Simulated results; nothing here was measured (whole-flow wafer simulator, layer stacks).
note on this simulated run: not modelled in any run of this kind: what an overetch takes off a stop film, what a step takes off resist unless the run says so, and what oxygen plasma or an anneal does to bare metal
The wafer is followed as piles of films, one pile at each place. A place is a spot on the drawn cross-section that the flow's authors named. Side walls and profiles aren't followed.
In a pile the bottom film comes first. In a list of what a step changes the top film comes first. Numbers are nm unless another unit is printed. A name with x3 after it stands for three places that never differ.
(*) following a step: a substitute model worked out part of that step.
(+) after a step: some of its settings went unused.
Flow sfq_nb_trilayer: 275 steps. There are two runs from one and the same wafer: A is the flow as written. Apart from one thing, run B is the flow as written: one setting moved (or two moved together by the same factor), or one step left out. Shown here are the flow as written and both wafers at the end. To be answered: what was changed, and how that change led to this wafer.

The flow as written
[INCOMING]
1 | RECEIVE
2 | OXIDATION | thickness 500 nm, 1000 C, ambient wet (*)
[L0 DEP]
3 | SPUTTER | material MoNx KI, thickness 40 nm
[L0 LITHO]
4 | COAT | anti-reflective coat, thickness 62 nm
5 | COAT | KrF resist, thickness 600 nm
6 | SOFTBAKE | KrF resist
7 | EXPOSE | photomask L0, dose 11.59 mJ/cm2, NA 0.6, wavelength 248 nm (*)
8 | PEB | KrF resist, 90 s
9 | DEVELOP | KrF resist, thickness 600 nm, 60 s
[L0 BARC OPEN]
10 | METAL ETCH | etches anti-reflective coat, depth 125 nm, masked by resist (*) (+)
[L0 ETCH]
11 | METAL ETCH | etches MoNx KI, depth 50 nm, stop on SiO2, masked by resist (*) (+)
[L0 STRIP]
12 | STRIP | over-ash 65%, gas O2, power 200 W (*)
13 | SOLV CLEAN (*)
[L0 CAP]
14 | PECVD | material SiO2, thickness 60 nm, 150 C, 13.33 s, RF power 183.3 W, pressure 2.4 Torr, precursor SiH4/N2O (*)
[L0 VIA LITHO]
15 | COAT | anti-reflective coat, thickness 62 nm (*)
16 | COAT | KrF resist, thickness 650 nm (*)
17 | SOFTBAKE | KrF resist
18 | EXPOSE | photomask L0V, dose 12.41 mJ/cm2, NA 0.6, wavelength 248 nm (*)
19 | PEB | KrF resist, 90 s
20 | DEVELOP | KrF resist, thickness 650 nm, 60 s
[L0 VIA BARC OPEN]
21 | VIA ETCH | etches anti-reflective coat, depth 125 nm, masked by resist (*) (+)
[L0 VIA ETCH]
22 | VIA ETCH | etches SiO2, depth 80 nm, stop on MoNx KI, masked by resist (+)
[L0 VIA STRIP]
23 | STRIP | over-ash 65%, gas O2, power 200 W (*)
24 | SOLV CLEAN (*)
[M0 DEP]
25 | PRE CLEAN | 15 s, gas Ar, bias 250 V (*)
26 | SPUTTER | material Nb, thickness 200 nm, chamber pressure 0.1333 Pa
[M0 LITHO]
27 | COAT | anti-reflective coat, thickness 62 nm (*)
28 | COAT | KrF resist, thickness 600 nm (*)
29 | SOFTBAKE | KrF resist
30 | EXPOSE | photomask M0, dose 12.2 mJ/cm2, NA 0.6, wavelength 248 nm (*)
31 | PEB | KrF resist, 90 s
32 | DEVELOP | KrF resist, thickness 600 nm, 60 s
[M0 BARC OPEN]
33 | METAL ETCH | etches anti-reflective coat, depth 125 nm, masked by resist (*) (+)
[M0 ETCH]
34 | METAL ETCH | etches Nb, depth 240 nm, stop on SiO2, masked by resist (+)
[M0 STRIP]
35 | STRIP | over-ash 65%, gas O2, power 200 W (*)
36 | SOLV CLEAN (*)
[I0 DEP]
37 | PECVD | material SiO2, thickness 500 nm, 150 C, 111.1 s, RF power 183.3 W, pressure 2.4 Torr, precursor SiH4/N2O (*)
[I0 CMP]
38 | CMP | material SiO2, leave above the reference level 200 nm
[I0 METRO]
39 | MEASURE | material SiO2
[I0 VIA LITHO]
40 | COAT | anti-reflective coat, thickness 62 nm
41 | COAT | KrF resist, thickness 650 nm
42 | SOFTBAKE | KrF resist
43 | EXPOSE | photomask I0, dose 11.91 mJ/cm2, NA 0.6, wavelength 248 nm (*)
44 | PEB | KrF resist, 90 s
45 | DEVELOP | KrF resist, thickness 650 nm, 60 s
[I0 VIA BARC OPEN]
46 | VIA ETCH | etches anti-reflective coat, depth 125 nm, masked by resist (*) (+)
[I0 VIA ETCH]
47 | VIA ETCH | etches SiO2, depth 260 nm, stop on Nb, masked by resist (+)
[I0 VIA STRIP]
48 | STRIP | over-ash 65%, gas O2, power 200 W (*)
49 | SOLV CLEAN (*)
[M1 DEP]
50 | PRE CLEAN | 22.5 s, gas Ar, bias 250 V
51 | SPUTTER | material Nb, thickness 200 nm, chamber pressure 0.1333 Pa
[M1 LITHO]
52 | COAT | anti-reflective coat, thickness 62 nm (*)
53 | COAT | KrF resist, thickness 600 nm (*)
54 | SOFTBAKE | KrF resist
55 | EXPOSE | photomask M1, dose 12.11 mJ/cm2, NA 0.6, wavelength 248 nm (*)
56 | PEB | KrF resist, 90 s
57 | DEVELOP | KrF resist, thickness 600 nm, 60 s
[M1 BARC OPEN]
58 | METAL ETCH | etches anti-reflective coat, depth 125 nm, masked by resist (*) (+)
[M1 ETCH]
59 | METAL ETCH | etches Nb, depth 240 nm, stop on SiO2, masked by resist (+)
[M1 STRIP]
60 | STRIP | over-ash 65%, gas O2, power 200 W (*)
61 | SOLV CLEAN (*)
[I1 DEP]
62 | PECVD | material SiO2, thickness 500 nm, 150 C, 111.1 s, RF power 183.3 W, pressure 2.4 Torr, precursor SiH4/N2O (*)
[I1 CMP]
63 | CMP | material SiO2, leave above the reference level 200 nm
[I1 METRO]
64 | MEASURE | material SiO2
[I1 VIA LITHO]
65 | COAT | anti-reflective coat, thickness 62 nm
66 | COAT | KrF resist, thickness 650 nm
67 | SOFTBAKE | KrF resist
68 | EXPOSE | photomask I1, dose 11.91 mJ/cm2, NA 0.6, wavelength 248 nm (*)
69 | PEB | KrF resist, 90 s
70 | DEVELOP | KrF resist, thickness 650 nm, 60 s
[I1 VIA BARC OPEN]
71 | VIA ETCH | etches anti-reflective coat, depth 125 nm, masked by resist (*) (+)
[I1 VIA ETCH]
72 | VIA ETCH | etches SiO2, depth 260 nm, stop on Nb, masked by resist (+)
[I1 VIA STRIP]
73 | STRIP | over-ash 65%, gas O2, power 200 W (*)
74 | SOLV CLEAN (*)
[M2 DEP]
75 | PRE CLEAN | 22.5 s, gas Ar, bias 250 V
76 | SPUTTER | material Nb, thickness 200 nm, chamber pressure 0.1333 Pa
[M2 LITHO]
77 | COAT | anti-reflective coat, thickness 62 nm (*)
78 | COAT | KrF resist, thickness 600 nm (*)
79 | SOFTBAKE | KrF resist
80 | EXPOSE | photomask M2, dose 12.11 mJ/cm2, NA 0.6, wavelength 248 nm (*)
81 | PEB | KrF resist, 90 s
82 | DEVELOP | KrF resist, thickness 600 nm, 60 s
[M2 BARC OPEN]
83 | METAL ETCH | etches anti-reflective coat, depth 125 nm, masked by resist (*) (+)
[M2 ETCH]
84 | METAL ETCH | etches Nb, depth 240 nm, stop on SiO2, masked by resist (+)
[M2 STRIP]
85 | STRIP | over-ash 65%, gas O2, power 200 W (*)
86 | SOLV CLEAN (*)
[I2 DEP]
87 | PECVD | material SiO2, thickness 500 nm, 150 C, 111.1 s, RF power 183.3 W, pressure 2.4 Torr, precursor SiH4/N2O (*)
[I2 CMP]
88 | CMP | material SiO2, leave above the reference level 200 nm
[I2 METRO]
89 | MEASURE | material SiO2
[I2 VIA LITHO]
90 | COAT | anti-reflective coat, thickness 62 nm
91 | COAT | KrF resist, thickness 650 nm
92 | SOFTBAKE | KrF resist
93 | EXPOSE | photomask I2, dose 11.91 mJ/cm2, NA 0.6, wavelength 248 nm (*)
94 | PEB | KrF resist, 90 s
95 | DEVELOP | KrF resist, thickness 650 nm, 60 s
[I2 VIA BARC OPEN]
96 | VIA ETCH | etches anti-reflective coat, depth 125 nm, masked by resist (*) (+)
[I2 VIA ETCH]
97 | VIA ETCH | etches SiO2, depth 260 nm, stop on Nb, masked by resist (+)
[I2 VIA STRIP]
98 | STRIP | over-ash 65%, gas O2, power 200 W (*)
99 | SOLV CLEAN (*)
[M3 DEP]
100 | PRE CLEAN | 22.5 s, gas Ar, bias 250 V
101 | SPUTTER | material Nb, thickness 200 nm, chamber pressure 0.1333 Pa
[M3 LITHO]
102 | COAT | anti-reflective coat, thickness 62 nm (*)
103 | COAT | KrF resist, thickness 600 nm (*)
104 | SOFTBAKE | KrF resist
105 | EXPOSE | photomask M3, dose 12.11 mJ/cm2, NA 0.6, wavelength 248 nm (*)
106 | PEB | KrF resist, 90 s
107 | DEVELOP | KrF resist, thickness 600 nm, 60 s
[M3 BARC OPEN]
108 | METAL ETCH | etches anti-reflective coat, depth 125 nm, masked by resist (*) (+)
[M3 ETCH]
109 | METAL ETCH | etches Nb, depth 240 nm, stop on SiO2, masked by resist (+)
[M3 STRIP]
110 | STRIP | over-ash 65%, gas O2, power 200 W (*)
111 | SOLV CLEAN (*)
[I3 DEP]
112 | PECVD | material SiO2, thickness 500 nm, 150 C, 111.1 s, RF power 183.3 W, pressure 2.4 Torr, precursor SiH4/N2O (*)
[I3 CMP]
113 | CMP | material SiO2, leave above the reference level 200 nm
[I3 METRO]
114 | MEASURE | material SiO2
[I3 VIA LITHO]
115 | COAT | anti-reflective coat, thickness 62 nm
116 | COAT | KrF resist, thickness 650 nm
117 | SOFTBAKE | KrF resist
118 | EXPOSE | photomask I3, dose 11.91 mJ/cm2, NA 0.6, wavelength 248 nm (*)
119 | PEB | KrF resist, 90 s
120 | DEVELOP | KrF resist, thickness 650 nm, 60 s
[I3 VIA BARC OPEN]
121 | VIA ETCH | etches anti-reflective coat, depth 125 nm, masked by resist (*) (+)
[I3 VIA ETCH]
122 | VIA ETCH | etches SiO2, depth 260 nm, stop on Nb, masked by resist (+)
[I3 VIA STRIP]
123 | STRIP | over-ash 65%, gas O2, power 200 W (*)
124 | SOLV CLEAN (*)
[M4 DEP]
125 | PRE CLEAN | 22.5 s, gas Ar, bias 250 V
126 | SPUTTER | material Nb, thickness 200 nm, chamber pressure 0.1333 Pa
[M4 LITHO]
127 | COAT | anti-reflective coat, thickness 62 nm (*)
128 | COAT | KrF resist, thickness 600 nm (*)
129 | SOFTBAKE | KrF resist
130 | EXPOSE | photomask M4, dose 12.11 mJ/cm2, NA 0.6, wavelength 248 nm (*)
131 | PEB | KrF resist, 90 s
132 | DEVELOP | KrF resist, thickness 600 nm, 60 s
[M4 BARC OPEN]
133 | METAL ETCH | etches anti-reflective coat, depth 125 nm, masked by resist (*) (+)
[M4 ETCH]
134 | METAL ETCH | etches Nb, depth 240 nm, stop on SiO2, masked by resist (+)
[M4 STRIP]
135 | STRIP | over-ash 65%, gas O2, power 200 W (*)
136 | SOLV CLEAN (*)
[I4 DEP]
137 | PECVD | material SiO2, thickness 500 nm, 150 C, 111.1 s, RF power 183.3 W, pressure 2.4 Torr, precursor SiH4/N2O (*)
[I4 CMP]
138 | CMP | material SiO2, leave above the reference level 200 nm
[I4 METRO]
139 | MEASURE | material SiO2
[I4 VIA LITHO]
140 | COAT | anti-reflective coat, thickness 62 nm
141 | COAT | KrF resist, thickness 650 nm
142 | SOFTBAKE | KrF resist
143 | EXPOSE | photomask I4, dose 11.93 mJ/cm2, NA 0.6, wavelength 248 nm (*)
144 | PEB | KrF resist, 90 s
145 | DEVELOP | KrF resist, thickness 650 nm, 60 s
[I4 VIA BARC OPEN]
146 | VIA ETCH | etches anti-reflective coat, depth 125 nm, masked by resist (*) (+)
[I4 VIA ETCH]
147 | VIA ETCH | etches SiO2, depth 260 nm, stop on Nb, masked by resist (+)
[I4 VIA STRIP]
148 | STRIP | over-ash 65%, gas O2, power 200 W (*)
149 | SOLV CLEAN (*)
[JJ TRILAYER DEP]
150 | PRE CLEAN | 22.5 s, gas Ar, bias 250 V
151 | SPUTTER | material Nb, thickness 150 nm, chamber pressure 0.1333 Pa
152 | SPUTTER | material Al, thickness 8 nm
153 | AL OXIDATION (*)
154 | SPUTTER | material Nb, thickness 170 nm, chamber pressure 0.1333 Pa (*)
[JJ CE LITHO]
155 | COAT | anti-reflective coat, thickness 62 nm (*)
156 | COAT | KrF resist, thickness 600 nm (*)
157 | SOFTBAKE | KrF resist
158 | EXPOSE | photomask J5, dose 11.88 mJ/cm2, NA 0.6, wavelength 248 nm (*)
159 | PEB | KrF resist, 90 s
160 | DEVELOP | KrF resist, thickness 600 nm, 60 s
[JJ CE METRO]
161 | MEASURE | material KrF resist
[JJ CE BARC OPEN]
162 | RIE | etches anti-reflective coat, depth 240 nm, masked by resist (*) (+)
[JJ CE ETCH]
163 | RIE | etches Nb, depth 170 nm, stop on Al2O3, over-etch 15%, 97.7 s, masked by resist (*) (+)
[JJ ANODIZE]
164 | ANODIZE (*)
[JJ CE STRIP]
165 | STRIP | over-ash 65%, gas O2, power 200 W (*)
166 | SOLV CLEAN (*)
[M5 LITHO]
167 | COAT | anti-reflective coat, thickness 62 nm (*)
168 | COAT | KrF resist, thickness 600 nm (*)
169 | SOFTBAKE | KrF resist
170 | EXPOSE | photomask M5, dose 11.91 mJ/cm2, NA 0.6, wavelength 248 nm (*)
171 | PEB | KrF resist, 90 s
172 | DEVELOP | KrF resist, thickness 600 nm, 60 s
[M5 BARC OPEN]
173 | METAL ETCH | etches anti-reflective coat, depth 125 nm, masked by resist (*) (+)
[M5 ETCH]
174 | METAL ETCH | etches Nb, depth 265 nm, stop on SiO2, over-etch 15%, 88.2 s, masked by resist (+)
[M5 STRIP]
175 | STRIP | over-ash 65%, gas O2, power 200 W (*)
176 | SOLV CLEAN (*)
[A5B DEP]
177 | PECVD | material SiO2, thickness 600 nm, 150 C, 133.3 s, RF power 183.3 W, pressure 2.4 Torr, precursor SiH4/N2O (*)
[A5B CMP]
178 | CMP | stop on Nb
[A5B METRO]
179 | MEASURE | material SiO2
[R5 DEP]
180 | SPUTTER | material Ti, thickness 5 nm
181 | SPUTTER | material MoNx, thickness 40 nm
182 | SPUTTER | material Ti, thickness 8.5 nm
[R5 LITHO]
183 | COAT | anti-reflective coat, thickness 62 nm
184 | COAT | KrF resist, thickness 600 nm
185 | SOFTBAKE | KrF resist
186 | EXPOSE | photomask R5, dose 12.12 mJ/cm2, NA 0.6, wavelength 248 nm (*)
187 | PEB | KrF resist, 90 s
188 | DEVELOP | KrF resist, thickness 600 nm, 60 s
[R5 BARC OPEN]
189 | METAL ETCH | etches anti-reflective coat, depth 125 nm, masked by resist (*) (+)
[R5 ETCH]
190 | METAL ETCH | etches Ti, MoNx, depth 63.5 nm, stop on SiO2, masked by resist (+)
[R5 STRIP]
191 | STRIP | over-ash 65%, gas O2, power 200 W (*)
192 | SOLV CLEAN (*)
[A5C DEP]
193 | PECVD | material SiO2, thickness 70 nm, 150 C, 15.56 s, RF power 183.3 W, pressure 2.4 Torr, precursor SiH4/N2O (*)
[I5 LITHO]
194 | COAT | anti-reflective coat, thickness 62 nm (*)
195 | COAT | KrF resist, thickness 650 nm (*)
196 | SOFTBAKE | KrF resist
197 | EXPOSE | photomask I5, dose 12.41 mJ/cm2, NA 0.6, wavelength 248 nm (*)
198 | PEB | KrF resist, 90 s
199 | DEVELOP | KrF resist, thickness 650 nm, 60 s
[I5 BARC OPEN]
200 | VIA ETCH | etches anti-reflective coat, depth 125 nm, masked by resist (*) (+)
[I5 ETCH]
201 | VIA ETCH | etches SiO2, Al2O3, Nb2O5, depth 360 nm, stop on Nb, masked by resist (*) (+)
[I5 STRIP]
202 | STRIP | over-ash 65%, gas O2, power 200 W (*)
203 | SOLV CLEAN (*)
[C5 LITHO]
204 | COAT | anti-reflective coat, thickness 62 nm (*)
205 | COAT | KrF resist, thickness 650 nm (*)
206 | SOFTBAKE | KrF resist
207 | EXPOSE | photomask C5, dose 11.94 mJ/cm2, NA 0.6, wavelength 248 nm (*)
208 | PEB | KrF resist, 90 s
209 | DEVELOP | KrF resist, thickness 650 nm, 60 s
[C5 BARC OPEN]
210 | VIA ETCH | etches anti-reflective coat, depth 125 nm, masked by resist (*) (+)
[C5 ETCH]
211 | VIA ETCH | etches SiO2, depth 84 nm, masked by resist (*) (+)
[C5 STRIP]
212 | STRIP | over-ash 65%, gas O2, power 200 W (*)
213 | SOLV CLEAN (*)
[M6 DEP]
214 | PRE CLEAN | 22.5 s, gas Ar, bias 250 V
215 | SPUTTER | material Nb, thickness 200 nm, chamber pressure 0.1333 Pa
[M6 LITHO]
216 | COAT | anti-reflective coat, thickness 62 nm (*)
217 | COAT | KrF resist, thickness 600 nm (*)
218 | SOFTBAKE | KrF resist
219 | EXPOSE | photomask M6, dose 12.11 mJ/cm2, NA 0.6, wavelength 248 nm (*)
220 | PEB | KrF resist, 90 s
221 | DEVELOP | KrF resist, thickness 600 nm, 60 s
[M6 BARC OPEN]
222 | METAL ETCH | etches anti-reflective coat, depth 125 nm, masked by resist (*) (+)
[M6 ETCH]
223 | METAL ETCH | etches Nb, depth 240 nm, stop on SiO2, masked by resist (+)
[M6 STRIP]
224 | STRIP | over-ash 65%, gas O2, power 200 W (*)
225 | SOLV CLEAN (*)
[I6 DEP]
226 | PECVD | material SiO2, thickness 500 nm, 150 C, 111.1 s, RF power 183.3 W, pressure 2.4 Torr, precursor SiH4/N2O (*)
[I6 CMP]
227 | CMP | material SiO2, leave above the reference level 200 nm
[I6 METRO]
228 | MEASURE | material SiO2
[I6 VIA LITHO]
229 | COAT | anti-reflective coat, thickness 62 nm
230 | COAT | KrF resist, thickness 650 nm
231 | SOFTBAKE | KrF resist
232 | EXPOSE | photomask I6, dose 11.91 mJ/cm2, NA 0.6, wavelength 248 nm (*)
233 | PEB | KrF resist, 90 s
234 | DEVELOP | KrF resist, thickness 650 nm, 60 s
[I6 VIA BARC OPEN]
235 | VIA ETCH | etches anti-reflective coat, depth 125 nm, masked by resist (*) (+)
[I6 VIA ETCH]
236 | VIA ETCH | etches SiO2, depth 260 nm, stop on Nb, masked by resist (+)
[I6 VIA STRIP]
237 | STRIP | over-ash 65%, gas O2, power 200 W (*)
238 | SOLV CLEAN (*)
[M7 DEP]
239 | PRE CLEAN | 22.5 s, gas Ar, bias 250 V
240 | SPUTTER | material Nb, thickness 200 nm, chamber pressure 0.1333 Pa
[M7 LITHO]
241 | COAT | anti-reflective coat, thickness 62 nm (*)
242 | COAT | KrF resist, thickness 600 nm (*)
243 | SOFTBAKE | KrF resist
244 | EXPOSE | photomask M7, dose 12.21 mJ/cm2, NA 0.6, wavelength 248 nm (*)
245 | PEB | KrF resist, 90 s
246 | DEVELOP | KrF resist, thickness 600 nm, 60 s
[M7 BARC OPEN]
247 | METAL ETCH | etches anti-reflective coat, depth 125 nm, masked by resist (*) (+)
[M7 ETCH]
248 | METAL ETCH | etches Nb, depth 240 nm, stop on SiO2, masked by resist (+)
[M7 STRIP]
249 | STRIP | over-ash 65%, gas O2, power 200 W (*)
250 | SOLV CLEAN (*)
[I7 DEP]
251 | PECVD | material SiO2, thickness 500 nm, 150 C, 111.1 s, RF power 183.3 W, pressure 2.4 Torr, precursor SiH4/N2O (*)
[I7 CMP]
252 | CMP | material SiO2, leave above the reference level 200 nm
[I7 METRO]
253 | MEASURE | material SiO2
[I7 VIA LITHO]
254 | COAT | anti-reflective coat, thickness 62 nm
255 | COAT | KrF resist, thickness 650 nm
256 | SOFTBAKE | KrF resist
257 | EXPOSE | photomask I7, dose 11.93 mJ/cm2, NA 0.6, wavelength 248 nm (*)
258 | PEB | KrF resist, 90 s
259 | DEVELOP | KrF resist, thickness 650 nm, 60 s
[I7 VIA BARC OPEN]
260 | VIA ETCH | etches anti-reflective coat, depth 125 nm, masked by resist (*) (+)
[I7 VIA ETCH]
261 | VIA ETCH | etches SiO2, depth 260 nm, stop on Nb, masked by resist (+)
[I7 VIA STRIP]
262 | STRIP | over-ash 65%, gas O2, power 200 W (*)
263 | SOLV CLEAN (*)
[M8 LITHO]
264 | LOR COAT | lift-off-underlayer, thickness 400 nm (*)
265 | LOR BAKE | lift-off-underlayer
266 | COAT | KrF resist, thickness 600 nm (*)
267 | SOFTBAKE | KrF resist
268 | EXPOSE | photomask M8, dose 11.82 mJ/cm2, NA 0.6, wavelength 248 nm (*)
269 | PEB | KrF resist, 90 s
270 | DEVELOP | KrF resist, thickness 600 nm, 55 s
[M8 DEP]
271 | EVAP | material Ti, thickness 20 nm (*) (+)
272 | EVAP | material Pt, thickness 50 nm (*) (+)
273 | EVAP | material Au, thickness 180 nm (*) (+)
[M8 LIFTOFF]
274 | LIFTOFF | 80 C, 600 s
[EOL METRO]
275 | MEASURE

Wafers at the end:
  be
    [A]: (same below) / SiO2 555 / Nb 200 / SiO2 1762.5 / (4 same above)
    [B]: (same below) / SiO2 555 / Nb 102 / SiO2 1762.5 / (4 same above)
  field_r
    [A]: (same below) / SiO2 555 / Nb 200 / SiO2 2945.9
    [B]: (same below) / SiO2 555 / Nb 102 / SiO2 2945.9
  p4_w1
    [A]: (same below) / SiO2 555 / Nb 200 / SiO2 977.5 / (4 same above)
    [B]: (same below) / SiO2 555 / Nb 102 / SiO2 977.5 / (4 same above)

Cause: step 26, SPUTTER: thickness 102 nm was run, though the flow has thickness 200 nm.
The wafer lets one read it off: be has Nb 102, and step 26 as written asks for 200 nm.

The path from the change to this, step by step:
  26 | SPUTTER | material Nb, thickness 200 nm, chamber pressure 0.1333 Pa
      field_l, via_wl, via_w and 100 more: A Nb gains 200 (new film) | B Nb gains 102 (new film)
      v_sur: A Nb gains 200 (new film) | B Nb gains 98.4 (new film)
      (and at 2 other places as well)
  27 | COAT | anti-reflective coat, thickness 62 nm (*)
      v_sur: A anti-reflective coat gains 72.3 (new film) | B anti-reflective coat gains 74.1 (new film)
  34 | METAL ETCH | etches Nb, depth 240 nm, stop on SiO2, masked by resist (+)
      field_l, v_sur, via_wl and 100 more: A KrF resist loses 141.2 | B KrF resist loses 90
      moat, m0r_space_l, m0r_space_r: A Nb loses 200 (all of it) | B Nb loses 102 (all of it)
  35 | STRIP | over-ash 65%, gas O2, power 200 W (*)
      p4_fl, p4_fm, p4_w1 and 68 more: A KrF resist loses 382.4 (all of it), anti-reflective coat loses 62 (all of it) | B KrF resist loses 433.6 (all of it), anti-reflective coat loses 62 (all of it)
      c5j, ce_r, sp_r, be_r, r_sur, res: A KrF resist loses 389 (all of it), anti-reflective coat loses 63.6 (all of it) | B KrF resist loses 440.1 (all of it), anti-reflective coat loses 63.6 (all of it)
      (and at 26 other places as well)
  37 | PECVD | material SiO2, thickness 500 nm, 150 C, 111.1 s, RF power 183.3 W, pressure 2.4 Torr, precursor SiH4/N2O (*)
      moat, m0r_space_l, m0r_space_r: A SiO2 gains 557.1 | B SiO2 gains 500
  38 | CMP | material SiO2, leave above the reference level 200 nm
      moat, m0r_space_l, m0r_space_r: A SiO2 loses 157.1 | B SiO2 loses 198
